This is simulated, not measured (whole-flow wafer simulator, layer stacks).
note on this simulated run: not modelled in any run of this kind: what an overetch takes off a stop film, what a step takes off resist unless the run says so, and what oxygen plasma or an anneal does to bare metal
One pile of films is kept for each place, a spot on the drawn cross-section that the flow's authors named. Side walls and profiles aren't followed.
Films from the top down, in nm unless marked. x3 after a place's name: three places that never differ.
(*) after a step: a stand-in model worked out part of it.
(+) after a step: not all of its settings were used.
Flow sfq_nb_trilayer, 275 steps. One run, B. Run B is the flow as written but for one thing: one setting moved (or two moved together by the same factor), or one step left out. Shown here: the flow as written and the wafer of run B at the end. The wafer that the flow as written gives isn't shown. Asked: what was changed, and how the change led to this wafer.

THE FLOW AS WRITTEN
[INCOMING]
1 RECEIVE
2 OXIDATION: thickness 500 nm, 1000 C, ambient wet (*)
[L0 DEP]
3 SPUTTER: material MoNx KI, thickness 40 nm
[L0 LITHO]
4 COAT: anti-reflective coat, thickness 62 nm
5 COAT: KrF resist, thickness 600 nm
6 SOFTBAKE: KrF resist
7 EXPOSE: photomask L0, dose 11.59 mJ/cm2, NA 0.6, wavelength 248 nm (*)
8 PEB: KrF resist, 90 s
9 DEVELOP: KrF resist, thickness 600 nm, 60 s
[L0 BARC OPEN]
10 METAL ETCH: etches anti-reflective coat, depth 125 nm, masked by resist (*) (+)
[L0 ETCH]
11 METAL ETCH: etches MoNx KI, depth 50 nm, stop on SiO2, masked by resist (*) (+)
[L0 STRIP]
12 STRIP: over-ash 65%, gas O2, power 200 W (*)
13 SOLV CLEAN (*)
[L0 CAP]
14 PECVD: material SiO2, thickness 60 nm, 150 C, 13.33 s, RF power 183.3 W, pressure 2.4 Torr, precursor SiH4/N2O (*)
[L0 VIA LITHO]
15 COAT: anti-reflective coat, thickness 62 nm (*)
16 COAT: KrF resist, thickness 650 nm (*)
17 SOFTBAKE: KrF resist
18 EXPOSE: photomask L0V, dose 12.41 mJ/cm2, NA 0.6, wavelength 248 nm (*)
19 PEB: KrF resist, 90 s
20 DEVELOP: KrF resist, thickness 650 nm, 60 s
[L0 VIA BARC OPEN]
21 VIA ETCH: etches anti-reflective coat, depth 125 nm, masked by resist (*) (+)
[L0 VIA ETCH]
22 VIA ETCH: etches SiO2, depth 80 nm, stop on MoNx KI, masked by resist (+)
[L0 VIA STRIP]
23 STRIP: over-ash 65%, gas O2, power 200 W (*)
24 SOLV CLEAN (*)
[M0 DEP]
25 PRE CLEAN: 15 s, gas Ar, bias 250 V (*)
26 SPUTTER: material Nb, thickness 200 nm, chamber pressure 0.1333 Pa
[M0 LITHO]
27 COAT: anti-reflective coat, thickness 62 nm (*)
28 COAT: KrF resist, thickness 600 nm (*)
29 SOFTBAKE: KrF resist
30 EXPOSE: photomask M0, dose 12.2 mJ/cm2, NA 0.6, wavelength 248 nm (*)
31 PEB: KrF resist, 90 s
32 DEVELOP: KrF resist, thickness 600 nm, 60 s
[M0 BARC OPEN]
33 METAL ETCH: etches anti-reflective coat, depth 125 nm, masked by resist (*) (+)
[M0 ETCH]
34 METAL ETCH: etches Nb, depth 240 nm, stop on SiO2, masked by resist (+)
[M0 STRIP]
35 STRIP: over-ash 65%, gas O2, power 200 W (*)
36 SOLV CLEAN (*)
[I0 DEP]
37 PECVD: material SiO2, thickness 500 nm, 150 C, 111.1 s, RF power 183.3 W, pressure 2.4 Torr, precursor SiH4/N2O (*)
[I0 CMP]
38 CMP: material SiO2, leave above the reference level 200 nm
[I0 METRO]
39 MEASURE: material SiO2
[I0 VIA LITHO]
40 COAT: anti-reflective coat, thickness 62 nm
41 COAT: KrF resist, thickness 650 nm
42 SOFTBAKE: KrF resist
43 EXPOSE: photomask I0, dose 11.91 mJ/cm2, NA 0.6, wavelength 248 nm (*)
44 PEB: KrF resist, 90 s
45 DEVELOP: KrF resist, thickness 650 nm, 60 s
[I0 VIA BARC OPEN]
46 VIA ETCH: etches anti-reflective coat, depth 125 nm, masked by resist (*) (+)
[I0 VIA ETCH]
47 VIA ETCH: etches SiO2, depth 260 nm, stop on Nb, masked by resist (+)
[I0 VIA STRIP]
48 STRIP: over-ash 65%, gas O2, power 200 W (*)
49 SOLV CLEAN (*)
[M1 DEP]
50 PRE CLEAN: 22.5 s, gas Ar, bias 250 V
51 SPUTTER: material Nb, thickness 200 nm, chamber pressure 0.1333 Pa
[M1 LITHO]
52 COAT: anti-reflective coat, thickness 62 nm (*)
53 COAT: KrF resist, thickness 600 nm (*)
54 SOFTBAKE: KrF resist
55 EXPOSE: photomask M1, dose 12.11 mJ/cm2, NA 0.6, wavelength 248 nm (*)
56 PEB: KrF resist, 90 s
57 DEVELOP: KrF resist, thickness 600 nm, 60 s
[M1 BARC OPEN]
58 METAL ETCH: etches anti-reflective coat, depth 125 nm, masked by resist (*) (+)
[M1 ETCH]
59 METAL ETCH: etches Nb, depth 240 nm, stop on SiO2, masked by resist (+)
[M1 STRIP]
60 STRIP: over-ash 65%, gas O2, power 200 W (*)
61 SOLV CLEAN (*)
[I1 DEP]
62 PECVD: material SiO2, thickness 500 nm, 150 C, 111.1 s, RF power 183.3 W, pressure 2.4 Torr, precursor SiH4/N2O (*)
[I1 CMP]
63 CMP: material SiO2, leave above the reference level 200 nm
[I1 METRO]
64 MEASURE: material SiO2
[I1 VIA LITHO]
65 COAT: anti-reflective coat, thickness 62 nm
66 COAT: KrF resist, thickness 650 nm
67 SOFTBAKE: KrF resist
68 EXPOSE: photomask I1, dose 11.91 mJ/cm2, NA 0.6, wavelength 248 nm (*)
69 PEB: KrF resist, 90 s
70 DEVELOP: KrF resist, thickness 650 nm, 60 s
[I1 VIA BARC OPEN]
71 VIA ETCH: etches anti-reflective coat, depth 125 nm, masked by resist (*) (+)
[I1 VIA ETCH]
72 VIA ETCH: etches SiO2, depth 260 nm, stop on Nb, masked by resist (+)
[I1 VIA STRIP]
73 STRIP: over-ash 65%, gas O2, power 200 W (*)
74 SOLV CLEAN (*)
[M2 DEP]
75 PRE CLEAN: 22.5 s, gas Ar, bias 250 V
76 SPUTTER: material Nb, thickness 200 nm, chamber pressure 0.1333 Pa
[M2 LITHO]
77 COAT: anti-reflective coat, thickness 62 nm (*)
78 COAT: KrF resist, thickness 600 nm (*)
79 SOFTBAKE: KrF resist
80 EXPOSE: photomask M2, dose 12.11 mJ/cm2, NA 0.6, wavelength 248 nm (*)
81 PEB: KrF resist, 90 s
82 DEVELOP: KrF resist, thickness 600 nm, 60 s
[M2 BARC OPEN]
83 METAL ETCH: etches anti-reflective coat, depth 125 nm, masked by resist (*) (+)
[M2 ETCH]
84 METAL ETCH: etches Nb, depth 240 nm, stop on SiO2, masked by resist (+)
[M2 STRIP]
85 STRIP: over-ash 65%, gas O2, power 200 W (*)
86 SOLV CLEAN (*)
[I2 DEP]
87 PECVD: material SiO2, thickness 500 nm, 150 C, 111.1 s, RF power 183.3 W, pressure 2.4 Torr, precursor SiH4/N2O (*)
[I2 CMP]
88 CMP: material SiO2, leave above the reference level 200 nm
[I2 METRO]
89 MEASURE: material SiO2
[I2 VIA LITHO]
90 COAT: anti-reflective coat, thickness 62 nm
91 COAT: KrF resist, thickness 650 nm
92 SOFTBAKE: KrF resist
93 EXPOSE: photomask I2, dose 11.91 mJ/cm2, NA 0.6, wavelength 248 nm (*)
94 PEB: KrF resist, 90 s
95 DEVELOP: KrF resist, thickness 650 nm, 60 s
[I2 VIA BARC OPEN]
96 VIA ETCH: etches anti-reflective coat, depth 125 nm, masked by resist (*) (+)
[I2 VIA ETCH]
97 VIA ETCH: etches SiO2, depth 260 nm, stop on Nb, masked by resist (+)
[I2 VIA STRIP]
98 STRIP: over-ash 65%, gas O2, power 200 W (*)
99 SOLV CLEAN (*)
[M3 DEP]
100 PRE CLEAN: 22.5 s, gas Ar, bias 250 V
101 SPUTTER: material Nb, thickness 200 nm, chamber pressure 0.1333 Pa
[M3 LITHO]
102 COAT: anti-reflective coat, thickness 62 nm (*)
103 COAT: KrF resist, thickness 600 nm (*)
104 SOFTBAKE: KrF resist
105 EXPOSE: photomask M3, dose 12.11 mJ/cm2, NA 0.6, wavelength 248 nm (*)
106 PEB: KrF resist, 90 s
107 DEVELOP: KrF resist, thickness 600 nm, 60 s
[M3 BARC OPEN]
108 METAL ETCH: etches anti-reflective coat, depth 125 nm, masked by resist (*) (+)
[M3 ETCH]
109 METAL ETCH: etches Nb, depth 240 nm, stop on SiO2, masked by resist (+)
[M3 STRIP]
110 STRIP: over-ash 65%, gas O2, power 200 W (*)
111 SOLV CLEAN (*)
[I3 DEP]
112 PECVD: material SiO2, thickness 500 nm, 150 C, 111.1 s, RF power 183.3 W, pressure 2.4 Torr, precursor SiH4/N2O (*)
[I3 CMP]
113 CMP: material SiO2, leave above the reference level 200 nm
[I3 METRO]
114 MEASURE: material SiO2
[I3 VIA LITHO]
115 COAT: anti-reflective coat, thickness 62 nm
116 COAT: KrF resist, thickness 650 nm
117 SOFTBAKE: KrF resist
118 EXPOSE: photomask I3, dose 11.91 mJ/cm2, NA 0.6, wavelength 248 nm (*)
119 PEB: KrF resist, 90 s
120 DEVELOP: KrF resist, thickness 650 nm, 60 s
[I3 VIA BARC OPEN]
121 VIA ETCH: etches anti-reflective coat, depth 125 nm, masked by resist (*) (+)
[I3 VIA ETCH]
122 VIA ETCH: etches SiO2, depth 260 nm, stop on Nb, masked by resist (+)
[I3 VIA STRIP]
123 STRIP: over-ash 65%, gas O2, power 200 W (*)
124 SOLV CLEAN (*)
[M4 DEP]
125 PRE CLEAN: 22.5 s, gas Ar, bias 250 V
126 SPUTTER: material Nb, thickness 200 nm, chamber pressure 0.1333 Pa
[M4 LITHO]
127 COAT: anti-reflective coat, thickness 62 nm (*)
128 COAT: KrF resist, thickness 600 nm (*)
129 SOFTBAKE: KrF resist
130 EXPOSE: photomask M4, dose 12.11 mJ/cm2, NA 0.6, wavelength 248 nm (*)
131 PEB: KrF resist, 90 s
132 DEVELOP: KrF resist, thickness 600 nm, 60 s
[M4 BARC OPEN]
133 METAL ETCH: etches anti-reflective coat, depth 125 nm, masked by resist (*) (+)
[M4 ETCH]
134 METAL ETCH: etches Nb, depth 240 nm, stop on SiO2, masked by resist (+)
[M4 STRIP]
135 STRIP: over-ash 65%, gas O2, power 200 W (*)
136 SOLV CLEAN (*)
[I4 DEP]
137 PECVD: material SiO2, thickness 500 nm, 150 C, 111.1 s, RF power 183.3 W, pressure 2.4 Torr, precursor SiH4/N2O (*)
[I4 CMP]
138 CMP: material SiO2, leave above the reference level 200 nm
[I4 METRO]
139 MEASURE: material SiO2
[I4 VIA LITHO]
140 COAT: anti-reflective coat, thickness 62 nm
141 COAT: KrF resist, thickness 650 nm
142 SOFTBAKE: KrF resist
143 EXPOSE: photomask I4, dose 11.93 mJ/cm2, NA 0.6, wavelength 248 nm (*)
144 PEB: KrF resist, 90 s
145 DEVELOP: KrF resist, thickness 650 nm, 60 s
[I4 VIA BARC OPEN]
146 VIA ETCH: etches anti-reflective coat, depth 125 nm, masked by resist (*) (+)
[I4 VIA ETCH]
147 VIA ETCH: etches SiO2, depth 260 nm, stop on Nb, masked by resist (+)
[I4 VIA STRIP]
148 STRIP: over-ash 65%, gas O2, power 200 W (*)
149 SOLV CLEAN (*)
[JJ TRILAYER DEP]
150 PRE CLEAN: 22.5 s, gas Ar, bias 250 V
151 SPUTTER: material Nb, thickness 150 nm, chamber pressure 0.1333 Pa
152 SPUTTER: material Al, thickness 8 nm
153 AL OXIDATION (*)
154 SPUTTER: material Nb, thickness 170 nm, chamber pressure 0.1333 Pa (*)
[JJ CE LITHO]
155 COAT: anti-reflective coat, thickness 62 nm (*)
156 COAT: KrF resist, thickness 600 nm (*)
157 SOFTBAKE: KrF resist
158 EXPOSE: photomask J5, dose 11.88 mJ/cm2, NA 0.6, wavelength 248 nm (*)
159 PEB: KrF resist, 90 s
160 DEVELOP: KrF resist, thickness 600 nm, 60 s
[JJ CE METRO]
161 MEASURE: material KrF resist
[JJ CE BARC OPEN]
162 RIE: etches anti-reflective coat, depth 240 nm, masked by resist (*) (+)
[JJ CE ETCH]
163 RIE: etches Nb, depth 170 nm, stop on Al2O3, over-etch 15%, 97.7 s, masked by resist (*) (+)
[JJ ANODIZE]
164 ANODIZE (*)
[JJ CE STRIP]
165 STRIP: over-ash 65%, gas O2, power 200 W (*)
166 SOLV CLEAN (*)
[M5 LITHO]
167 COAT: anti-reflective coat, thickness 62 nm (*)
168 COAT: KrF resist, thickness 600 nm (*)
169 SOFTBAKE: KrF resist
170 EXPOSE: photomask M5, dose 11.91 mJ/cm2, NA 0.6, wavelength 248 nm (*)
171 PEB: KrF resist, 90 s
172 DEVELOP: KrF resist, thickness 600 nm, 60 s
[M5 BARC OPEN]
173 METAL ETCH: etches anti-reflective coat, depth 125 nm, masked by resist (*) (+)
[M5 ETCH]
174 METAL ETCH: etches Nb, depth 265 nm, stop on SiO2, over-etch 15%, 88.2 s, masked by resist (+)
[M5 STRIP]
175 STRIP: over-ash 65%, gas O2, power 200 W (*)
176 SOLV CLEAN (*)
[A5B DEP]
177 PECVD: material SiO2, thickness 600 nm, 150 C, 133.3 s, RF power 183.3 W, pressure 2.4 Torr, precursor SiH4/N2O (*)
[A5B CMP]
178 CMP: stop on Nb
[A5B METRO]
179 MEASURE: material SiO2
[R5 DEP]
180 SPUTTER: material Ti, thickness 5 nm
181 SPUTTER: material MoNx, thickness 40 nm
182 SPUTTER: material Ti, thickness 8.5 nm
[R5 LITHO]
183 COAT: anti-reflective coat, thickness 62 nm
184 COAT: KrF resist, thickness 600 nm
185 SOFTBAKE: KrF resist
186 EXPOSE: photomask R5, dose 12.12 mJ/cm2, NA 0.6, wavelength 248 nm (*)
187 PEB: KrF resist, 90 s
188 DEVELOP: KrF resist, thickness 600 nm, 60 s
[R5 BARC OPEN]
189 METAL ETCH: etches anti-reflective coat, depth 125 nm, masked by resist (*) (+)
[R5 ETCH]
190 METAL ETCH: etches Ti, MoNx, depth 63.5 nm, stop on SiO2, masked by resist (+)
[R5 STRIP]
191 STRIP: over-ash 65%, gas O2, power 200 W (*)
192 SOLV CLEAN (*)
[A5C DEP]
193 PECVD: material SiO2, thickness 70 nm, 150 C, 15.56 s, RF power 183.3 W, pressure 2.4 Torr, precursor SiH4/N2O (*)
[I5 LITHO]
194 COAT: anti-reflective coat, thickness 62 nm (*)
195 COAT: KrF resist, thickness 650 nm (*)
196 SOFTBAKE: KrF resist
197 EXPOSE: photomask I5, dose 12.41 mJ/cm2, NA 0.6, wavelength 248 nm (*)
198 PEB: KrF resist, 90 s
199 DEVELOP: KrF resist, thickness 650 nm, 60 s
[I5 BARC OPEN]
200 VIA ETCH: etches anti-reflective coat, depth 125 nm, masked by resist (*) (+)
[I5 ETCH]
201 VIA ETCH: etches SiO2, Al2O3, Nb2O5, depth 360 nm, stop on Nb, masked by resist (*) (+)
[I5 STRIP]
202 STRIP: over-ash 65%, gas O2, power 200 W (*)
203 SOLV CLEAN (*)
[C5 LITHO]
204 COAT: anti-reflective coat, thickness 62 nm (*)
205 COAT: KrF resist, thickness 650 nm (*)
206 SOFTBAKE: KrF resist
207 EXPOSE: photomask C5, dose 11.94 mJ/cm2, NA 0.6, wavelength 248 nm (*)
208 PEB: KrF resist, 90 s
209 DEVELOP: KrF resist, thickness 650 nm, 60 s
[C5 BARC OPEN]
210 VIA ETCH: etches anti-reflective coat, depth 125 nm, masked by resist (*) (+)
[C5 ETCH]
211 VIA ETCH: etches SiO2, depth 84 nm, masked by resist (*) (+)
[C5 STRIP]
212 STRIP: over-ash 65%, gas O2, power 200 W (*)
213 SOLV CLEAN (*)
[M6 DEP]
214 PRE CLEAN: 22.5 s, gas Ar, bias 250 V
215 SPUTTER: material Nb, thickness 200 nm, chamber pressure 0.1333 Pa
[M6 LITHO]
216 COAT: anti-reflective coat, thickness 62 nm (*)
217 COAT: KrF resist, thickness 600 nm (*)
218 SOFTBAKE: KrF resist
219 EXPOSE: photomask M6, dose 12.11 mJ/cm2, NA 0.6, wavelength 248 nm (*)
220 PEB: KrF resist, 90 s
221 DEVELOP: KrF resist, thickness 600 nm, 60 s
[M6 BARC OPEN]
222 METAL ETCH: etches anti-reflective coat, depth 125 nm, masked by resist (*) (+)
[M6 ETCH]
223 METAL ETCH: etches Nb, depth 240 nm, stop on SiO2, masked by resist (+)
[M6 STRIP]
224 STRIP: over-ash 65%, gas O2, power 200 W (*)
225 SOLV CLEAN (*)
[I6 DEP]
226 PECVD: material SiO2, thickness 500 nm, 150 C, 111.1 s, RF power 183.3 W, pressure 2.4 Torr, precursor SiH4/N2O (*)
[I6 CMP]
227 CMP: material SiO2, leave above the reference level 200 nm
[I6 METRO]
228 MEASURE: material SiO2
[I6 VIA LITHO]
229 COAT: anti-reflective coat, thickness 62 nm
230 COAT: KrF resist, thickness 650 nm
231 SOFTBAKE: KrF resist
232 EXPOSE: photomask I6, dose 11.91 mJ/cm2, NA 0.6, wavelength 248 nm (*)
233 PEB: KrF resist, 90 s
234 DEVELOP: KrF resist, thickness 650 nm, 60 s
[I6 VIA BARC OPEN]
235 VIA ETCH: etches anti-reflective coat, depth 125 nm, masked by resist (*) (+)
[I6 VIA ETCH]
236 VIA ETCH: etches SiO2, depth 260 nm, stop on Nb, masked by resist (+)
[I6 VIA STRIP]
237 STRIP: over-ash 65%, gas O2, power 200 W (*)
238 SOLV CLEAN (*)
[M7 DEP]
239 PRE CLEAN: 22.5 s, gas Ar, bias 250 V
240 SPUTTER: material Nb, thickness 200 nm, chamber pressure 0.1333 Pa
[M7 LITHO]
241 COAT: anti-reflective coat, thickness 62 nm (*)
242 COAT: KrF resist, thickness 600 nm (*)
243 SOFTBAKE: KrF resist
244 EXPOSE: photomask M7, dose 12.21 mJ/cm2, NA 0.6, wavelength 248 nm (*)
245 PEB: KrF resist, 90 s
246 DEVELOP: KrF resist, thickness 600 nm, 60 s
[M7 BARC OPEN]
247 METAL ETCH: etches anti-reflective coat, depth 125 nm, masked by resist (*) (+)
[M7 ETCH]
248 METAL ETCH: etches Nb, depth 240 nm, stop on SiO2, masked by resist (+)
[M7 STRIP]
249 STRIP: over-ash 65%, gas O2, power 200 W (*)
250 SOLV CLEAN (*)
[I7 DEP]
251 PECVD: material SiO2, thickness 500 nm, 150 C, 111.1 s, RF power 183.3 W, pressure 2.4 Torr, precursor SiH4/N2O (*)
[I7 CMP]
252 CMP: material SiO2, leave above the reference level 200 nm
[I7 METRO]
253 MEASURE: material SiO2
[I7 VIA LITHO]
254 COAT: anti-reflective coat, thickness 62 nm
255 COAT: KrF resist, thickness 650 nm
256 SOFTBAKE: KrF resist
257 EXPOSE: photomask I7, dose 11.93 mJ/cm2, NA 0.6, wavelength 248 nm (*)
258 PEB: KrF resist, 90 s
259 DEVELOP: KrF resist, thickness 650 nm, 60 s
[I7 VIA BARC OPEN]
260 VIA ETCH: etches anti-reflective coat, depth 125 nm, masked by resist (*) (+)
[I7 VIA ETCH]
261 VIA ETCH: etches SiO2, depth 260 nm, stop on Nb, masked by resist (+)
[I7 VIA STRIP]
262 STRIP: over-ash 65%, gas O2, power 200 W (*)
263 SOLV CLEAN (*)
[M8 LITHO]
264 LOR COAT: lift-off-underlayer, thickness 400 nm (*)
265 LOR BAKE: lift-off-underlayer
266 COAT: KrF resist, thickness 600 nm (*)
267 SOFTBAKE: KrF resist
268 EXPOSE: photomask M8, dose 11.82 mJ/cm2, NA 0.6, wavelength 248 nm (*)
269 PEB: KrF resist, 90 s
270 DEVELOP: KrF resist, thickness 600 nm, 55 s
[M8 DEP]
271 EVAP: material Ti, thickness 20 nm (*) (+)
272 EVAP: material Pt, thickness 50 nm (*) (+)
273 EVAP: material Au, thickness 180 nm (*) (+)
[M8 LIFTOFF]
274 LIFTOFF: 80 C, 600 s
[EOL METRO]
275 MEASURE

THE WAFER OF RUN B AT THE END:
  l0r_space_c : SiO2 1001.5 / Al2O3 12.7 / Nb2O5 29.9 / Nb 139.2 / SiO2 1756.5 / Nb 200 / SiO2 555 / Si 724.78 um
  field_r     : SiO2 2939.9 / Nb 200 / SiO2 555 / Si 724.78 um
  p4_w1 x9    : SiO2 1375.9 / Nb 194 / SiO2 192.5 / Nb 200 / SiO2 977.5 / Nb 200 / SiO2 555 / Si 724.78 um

The cause: step 126, SPUTTER: thickness 194 nm was run, where the flow has thickness 200 nm.
It can be read off the wafer: p4_w1 x9 has Nb 194, and step 126 as written asks for 200 nm.

How the change led to this, step by step:
  126 SPUTTER: material Nb, thickness 200 nm, chamber pressure 0.1333 Pa
      field_l, v_sur, via_wl and 102 more: Nb +194 (new film) (as written it would be: Nb +200 (new film))
      via_v: Nb +160.5 (as written it would be: Nb +165.5)
  134 METAL ETCH: etches Nb, depth 240 nm, stop on SiO2, masked by resist (+)
      field_l, be, be_sur and 64 more: Nb -194 (all of it) (as written it would be: Nb -200 (all of it))
  138 CMP: material SiO2, leave above the reference level 200 nm
      field_l, be, be_sur and 55 more: SiO2 -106 (as written it would be: SiO2 -100)
      lsp_r, l0_sur, l0v: SiO2 -98.2 (as written it would be: SiO2 -91.9)
